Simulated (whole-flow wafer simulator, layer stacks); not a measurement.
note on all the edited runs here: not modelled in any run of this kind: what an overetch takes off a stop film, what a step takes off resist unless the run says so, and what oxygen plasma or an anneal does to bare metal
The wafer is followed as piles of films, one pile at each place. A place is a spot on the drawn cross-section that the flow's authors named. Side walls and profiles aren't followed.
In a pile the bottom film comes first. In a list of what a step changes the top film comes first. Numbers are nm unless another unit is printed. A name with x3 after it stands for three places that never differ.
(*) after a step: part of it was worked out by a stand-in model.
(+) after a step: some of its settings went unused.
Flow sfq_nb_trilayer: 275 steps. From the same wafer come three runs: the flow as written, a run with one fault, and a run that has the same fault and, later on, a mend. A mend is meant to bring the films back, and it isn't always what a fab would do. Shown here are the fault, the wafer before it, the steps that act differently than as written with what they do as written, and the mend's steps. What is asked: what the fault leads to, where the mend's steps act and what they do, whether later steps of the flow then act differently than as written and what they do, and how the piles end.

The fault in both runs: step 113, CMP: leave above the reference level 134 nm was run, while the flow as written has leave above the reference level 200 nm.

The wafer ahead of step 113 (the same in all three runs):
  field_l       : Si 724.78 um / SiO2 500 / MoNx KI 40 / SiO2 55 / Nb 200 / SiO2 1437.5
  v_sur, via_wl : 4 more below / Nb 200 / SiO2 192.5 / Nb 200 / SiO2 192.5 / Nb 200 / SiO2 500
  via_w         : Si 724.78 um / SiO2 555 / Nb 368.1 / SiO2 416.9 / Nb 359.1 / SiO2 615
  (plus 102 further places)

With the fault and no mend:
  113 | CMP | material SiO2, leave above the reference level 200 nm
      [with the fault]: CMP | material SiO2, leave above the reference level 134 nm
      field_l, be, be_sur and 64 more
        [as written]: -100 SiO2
        [with the fault]: -166 SiO2
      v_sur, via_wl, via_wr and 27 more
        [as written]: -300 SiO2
        [with the fault]: -366 SiO2
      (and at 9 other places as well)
  Steps later in the flow that act otherwise than as written (4 other steps are not shown; they differ only slightly, by no more than 2% or 0.5 nm, whichever is larger):
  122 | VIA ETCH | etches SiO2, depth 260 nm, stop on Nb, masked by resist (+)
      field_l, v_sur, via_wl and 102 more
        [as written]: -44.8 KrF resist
        [with the fault]: -34.6 KrF resist
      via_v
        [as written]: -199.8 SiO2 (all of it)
        [with the fault]: -133.8 SiO2 (all of it)
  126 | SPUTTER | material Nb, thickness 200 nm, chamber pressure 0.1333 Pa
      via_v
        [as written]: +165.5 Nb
        [with the fault]: +180.1 Nb
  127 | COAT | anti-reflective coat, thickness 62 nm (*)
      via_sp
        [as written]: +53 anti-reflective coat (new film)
        [with the fault]: +54.3 anti-reflective coat (new film)
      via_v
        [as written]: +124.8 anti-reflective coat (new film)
        [with the fault]: +109.5 anti-reflective coat (new film)
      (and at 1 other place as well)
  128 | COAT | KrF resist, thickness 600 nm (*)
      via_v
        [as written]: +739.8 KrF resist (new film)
        [with the fault]: +685.3 KrF resist (new film)
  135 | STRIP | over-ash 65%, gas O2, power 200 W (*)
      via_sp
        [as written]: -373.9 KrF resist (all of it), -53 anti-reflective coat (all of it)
        [with the fault]: -378.4 KrF resist (all of it), -54.3 anti-reflective coat (all of it)
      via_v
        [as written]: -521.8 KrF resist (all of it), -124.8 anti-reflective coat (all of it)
        [with the fault]: -467.5 KrF resist (all of it), -109.5 anti-reflective coat (all of it)
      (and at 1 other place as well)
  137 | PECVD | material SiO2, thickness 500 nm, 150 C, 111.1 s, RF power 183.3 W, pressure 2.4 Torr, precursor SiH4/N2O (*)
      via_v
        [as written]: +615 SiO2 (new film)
        [with the fault]: +509.9 SiO2 (new film)
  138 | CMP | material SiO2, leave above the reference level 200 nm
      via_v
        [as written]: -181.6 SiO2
        [with the fault]: -157.1 SiO2
  At field_l, v_sur, via_wl and 102 more, the piles at the end differ from the flow's by more than 2% or 0.5 nm, whichever is larger.
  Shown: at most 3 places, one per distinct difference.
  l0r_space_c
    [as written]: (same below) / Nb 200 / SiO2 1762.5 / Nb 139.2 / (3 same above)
    [with the fault]: (same below) / Nb 200 / SiO2 1696.5 / Nb 139.2 / (3 same above)
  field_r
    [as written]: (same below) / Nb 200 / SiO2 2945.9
    [with the fault]: (same below) / Nb 200 / SiO2 2879.9
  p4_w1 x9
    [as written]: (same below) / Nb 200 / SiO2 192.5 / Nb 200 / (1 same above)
    [with the fault]: (same below) / Nb 200 / SiO2 126.5 / Nb 200 / (1 same above)

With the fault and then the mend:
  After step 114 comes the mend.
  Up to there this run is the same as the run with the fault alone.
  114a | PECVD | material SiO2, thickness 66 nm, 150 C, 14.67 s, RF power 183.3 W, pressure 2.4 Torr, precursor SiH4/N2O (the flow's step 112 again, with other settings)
      field_l, v_sur, via_wl and 103 more
        +66 SiO2
  None of the later steps of the flow differs from how it acts as written, at any place that is followed, by more than 2% or 0.5 nm, whichever is larger.
  At every place that both follow, the piles at the end match the flow's.
